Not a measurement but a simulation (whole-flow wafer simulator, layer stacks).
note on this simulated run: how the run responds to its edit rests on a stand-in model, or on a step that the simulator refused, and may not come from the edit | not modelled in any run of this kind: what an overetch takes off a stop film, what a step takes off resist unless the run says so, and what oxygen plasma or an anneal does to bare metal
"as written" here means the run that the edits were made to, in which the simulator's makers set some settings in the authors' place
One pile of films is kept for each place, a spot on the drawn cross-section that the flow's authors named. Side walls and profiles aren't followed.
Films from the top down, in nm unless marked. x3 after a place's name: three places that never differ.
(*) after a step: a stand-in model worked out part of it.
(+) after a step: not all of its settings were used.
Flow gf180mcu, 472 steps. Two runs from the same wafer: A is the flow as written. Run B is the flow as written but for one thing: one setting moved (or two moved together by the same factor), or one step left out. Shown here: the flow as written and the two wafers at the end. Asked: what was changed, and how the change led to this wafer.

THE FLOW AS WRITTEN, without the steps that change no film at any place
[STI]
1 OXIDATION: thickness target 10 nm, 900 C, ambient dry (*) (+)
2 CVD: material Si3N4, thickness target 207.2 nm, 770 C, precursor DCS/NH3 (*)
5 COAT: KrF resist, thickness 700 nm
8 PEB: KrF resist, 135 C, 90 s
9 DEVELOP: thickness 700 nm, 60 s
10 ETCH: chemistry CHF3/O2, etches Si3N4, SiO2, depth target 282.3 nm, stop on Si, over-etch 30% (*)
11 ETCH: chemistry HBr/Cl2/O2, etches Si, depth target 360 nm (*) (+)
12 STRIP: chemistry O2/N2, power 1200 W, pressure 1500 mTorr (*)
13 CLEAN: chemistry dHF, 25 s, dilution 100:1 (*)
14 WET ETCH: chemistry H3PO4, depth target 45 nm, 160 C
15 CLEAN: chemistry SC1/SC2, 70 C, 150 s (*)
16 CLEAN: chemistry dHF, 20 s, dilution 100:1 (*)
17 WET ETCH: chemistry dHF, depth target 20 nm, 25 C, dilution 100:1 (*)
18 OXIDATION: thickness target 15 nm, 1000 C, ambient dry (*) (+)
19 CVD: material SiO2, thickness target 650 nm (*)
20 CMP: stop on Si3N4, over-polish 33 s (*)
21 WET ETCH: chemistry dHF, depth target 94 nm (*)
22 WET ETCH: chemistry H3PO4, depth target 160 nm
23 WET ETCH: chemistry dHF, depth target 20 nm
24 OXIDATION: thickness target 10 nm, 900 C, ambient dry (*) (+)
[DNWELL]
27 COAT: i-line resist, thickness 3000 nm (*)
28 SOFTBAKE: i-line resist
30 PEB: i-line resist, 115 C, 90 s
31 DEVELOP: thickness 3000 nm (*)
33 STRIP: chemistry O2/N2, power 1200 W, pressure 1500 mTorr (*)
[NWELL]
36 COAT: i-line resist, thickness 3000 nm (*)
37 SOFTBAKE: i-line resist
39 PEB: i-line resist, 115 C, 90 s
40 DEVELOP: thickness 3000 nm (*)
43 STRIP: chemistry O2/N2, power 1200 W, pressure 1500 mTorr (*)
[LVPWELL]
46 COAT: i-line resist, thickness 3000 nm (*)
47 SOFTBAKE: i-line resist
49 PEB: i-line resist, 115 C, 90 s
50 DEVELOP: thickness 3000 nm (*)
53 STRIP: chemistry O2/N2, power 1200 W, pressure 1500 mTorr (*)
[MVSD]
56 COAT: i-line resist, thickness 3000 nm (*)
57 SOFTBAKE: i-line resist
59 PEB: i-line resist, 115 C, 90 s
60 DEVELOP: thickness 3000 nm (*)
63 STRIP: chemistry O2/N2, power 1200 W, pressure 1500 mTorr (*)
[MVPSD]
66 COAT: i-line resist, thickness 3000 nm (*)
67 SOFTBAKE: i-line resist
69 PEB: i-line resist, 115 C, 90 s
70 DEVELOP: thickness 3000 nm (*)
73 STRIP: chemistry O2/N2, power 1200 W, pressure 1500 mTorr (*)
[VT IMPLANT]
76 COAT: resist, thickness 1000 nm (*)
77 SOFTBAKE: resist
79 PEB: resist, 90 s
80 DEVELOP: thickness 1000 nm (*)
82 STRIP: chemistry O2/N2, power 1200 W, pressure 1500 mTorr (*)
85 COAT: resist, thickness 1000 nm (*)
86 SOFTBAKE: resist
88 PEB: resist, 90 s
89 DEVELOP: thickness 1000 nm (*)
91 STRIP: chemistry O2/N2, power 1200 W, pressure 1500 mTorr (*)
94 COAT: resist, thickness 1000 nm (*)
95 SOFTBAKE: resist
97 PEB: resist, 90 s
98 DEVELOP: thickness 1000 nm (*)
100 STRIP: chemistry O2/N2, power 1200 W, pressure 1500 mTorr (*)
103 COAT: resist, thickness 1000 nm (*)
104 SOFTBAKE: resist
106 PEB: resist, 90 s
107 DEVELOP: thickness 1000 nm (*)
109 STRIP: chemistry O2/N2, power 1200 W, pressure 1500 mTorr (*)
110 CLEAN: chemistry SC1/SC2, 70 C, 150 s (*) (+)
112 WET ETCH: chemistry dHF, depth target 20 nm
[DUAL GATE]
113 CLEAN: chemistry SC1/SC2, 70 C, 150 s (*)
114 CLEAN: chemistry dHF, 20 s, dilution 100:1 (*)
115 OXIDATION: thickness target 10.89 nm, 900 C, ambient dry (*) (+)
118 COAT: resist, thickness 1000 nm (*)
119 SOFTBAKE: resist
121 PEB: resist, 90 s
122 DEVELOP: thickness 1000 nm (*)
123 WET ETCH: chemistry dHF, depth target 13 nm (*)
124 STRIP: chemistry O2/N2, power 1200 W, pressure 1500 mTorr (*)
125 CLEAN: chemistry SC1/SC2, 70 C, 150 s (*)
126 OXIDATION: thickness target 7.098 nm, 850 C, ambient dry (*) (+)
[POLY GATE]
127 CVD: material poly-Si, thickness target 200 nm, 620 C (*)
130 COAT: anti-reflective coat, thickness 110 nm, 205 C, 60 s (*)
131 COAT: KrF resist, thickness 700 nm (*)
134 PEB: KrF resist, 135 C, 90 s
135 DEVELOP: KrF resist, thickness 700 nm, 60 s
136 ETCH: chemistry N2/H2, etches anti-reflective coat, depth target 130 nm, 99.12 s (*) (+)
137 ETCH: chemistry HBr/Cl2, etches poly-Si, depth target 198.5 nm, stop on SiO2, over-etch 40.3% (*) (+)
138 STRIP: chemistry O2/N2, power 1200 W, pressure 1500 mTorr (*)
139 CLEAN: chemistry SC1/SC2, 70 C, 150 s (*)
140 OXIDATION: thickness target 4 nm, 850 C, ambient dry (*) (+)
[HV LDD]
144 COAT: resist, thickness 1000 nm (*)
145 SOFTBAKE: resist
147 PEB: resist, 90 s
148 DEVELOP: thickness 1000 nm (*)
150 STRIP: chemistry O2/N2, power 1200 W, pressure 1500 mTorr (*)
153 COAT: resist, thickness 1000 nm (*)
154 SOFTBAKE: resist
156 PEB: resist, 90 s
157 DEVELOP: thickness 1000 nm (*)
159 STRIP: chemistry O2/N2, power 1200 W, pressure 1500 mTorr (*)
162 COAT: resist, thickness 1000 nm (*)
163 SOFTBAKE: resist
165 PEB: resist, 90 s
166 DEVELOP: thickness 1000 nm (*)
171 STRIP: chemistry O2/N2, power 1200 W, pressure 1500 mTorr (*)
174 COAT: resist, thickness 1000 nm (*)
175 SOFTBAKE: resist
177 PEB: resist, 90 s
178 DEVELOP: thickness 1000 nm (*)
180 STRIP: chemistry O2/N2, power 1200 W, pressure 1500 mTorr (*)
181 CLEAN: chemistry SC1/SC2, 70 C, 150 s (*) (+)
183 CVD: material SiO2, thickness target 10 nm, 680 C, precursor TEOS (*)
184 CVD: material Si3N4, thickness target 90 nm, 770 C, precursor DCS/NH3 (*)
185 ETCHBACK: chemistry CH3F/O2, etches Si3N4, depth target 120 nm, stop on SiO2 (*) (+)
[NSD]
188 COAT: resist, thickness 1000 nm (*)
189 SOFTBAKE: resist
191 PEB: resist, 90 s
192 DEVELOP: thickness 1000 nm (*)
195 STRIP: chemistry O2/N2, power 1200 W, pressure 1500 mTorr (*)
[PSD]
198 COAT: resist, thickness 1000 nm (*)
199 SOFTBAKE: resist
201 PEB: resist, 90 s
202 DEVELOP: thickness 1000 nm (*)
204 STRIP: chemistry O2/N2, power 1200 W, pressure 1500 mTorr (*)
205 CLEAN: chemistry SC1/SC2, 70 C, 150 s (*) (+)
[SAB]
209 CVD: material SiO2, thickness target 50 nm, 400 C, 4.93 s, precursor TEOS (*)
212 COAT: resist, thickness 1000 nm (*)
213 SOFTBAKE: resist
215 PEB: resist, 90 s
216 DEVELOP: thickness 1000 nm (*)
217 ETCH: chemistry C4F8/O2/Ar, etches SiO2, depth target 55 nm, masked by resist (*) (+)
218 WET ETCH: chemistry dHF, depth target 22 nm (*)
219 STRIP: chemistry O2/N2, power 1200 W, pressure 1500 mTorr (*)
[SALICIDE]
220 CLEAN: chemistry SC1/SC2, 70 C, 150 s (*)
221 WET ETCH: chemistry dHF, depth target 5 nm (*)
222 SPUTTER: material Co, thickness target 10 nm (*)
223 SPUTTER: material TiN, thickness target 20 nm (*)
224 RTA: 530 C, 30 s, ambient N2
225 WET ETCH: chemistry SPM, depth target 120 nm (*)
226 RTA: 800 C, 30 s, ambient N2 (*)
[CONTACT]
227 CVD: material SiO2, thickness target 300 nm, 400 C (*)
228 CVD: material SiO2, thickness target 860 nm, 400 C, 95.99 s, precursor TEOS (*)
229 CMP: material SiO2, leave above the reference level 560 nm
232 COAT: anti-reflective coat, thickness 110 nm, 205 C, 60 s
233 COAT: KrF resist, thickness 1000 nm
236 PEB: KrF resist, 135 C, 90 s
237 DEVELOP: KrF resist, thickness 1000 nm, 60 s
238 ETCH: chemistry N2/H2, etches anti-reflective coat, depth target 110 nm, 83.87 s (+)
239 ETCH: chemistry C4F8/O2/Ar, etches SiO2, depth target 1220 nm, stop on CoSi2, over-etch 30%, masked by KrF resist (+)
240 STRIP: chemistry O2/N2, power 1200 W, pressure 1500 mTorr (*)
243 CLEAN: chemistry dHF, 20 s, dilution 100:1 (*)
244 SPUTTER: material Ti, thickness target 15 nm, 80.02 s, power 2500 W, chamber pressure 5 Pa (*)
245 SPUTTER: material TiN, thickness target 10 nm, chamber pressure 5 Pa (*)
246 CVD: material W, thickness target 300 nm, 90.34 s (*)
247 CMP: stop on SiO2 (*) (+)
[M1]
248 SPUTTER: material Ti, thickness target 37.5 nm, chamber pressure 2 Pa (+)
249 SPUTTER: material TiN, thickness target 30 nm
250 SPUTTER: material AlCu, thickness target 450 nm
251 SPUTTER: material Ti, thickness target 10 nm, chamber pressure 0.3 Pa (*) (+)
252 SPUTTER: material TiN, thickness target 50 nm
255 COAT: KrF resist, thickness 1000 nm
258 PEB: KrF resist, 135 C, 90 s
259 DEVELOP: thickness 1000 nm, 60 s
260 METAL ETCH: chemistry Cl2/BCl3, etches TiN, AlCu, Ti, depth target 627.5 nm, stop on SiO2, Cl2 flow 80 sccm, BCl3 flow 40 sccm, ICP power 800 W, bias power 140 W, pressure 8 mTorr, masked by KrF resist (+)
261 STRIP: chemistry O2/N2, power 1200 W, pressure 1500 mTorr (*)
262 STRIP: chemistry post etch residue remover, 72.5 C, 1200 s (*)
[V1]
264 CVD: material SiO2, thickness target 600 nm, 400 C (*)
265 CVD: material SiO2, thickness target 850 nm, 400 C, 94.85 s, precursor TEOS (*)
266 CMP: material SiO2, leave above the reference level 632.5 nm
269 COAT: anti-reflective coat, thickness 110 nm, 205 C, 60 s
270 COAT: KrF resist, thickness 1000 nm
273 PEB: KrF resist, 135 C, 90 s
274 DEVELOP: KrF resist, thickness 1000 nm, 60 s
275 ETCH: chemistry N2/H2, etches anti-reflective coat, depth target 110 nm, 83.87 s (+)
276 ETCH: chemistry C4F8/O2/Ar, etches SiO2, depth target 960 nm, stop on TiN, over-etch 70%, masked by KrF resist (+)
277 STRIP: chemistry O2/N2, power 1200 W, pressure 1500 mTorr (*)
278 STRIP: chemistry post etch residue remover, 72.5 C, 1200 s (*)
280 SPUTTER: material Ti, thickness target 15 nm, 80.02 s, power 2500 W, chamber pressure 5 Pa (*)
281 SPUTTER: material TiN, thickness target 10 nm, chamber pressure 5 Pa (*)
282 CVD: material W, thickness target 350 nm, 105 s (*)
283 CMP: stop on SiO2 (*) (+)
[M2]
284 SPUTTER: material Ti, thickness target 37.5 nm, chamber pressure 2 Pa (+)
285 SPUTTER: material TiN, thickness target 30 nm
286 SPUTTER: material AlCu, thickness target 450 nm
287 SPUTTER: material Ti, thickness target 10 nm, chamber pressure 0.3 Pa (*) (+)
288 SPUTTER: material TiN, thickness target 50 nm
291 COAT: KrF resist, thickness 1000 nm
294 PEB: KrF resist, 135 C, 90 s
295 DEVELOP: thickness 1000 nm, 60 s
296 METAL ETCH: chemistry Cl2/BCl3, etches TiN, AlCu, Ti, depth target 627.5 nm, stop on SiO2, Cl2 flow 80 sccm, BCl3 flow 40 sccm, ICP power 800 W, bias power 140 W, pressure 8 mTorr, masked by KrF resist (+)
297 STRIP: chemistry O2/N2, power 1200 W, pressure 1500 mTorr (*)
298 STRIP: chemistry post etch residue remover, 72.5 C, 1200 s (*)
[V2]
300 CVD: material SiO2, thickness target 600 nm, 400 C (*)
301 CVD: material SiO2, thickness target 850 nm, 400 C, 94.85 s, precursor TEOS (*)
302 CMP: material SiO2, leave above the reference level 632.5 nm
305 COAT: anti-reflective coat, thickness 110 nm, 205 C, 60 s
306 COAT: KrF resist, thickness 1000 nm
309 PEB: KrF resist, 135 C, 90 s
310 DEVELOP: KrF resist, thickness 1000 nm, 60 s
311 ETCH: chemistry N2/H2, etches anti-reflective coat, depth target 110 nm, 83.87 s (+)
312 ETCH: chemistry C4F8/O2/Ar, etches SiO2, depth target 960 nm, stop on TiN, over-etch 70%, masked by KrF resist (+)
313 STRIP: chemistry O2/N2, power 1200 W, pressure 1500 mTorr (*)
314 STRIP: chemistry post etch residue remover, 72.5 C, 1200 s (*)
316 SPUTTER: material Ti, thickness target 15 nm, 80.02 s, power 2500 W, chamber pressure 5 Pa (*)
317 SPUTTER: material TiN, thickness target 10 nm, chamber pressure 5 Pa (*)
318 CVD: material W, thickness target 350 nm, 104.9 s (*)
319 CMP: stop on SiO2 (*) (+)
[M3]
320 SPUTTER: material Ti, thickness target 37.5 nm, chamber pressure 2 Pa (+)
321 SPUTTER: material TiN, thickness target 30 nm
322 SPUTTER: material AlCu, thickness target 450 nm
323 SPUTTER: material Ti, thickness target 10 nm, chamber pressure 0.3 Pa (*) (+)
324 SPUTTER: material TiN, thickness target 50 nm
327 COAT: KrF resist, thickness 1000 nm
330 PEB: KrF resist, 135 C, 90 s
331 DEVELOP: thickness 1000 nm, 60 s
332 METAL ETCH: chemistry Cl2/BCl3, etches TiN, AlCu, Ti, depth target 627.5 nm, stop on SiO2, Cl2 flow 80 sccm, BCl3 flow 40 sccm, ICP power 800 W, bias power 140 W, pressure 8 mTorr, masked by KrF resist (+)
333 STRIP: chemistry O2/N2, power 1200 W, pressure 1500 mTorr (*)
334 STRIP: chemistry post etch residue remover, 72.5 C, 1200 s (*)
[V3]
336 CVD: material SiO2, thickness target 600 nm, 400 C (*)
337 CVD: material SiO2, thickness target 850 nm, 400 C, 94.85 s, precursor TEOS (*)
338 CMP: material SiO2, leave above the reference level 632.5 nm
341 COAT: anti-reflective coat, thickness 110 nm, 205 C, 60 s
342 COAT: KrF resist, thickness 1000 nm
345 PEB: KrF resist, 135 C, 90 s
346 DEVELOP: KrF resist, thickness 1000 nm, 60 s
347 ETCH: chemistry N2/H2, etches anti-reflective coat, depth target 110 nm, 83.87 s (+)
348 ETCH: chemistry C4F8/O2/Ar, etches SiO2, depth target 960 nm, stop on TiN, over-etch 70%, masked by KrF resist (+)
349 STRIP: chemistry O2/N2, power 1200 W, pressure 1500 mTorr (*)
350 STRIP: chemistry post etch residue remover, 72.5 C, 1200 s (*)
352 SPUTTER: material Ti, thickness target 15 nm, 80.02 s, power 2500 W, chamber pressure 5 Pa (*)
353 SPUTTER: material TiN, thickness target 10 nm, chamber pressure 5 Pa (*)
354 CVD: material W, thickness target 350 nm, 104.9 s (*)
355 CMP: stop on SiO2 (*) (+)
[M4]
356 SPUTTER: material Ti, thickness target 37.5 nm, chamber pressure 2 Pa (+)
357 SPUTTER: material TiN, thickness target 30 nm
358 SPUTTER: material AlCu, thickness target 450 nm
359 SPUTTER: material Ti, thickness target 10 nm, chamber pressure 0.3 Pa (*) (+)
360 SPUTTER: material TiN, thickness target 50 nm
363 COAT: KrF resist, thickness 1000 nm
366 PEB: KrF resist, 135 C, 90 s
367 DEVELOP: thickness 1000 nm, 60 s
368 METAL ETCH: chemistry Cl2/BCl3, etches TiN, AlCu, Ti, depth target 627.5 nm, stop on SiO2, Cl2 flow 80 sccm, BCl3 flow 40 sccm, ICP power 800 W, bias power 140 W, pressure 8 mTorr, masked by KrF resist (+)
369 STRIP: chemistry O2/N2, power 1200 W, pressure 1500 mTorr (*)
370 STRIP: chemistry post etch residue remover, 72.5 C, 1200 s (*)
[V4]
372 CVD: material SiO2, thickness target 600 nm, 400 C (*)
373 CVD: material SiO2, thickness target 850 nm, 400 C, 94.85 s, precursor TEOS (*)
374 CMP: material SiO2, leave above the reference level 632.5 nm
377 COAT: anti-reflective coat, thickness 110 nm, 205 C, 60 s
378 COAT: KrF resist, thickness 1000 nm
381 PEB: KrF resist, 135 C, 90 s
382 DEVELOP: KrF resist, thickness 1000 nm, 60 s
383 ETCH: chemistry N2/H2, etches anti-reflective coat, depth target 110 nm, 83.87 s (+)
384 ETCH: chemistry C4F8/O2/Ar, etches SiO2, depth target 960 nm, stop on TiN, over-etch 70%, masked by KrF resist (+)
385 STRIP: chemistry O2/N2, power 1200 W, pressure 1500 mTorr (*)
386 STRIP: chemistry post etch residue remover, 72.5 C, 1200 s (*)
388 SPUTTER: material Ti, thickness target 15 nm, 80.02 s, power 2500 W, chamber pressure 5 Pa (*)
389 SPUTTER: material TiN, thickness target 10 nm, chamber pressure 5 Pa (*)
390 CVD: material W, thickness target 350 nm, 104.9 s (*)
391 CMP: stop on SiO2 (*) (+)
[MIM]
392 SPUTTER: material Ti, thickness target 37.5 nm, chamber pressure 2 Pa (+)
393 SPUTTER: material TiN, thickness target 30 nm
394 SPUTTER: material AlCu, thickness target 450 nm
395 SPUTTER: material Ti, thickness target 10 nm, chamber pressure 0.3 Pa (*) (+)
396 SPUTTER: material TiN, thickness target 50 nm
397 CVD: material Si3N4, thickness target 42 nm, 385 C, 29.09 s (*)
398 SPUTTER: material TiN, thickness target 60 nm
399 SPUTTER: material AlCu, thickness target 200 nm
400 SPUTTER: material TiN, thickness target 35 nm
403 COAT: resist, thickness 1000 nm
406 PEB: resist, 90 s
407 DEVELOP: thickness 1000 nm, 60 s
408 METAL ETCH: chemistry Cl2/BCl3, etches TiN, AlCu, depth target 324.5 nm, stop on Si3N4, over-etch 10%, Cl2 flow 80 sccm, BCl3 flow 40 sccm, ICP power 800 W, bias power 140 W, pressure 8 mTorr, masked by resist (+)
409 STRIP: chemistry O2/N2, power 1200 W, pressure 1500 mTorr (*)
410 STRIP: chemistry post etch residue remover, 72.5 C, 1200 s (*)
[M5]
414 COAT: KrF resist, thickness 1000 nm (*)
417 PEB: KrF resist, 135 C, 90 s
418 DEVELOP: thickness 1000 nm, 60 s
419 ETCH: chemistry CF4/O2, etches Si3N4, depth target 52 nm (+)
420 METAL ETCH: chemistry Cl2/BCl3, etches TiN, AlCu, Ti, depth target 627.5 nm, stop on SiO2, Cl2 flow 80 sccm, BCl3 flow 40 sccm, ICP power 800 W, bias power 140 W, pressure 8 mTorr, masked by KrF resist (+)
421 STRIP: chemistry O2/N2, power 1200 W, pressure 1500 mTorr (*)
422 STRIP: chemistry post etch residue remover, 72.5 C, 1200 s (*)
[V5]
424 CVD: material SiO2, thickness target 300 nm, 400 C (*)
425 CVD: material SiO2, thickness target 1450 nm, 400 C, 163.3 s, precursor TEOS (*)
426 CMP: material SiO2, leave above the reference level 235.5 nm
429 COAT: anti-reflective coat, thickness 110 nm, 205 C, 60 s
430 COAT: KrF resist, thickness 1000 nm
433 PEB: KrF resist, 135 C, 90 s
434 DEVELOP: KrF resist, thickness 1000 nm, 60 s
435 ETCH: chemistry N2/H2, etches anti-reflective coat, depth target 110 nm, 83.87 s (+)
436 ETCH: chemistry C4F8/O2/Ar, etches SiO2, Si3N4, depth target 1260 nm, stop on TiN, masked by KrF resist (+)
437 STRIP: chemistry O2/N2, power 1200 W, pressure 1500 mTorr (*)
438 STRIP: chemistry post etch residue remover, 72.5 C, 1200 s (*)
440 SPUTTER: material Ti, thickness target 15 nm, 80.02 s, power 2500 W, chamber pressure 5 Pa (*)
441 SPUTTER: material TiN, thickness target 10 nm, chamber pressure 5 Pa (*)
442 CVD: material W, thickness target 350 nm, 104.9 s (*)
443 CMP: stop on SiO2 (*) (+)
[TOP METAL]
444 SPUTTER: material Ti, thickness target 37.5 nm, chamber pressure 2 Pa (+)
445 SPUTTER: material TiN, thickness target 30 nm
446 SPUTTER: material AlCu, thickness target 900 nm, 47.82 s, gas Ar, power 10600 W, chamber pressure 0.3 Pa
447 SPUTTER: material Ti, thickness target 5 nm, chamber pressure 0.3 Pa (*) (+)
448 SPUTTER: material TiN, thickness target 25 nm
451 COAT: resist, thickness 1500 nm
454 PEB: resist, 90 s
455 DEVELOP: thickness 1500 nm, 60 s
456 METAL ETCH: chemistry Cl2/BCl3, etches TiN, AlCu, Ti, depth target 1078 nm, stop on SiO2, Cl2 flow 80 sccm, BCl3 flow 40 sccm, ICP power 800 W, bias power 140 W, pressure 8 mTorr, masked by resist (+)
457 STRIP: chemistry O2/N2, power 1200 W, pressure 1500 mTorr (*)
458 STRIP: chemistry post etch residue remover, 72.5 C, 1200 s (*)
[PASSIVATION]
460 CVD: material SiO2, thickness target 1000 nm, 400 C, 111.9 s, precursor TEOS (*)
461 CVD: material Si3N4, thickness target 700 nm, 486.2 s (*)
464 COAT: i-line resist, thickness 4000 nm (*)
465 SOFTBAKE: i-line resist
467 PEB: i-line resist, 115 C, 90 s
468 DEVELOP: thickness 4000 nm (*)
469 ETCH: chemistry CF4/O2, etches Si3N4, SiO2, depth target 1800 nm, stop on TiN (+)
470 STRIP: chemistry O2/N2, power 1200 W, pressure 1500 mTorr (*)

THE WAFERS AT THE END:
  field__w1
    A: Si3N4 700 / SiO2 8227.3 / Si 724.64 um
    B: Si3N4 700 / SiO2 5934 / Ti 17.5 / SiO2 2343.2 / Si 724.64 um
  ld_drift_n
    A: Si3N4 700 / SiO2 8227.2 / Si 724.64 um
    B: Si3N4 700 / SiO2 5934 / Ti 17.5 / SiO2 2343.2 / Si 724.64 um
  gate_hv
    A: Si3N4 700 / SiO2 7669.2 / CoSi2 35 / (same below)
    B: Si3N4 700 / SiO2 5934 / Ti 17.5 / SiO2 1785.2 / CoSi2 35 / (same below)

The cause: step 286, SPUTTER: thickness target 517.5 nm was run, where the flow has thickness target 450 nm.

How the change led to this, step by step:
  286 SPUTTER: material AlCu, thickness target 450 nm
      field, field__w1, field__w2 and 108 more: A AlCu +450 (new film) | B AlCu +517.5 (new film)
  296 METAL ETCH: chemistry Cl2/BCl3, etches TiN, AlCu, Ti, depth target 627.5 nm, stop on SiO2, Cl2 flow 80 sccm, BCl3 flow 40 sccm, ICP power 800 W, bias power 140 W, pressure 8 mTorr, masked by KrF resist (+)
      field, field__w1, field__w2 and 103 more: A TiN -50 (all of it), Ti -10 (all of it), AlCu -450 (all of it), TiN -30 (all of it), Ti -37.5 (all of it) | B TiN -50 (all of it), Ti -10 (all of it), AlCu -517.5 (all of it), TiN -30 (all of it), Ti -20
  300 CVD: material SiO2, thickness target 600 nm, 400 C (*)
      field, field__w1, field__w2 and 103 more: A SiO2 +600 | B SiO2 +600 (new film)
  302 CMP: material SiO2, leave above the reference level 632.5 nm
      field, field__w1, field__w2 and 103 more: A SiO2 -300 | B SiO2 -250
Counting metal films that touch as one body, field__w1 has 1 body; the flow as written gives 0 bodies.
Counting metal films that touch as one body, ld_drift_n has 1 body; the flow as written gives 0 bodies.
Counting metal films that touch as one body, gate_hv has 2 bodies (between them, from the top down: SiO2 1785.2); the flow as written gives 1 body.
